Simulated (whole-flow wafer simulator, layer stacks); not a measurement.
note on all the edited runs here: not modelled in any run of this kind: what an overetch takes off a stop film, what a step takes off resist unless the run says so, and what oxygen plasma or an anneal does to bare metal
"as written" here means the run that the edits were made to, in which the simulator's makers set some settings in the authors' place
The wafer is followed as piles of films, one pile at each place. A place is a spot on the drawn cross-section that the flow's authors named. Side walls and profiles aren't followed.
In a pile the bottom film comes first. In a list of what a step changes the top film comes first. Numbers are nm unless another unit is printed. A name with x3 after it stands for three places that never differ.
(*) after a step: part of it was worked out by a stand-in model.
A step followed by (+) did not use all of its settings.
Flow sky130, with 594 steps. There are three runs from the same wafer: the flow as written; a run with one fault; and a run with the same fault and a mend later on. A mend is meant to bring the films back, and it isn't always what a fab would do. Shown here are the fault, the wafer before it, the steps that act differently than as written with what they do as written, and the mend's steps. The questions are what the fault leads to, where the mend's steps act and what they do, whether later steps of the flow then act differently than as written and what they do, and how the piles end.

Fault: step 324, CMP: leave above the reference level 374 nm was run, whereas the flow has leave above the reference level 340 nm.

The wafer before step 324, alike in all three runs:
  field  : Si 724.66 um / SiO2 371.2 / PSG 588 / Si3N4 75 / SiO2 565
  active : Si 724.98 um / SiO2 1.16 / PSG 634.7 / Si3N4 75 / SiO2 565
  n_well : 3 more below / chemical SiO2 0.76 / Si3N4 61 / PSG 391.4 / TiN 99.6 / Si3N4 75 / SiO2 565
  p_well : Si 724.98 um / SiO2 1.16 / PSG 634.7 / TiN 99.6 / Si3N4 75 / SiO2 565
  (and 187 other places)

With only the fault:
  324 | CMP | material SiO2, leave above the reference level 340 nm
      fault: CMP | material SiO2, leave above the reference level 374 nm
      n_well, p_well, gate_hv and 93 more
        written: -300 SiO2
        fault: -266 SiO2
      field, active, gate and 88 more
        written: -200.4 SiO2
        fault: -166.4 SiO2
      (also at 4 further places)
  Steps further on in the flow that do not act as written (4 more steps, not shown, differ only slightly: by at most 2% or 0.5 nm, whichever is larger):
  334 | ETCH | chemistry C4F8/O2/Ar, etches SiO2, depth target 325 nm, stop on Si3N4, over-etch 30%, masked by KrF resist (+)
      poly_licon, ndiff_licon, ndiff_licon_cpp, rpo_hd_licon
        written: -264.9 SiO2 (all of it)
        fault: -298.9 SiO2 (all of it)
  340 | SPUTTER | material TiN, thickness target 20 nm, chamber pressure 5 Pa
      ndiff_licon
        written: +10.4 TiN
        fault: +9.88 TiN
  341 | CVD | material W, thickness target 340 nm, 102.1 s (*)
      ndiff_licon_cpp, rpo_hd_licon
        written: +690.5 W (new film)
        fault: +725 W (new film)
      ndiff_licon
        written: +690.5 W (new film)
        fault: +725.1 W (new film)
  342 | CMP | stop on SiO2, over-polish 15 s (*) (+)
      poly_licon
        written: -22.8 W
        fault: nothing
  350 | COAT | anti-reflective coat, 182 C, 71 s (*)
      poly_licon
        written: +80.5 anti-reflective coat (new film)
        fault: +91.7 anti-reflective coat (new film)
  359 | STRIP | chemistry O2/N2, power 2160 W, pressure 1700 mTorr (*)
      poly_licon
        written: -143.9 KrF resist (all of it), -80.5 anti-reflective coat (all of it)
        fault: -143.9 KrF resist (all of it), -91.7 anti-reflective coat (all of it)
  By the end, the piles at n_well, p_well, gate_hv and 108 more depart from the flow's by more than 2% or 0.5 nm, whichever is larger.
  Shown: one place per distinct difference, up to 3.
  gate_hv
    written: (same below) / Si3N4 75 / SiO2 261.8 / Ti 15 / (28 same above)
    fault: (same below) / Si3N4 75 / SiO2 295.8 / Ti 15 / (28 same above)
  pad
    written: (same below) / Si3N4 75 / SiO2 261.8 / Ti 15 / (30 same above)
    fault: (same below) / Si3N4 75 / SiO2 295.8 / Ti 15 / (30 same above)
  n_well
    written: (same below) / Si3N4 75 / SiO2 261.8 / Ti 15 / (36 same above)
    fault: (same below) / Si3N4 75 / SiO2 295.8 / Ti 15 / (36 same above)

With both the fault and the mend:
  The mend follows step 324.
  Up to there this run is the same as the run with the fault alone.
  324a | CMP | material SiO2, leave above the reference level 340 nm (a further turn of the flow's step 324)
      field, active, n_well and 188 more
        -34 SiO2
  Every later step of the flow that is run acts as written at every place that is followed.
  At every place that both follow, the piles at the end match the flow's.
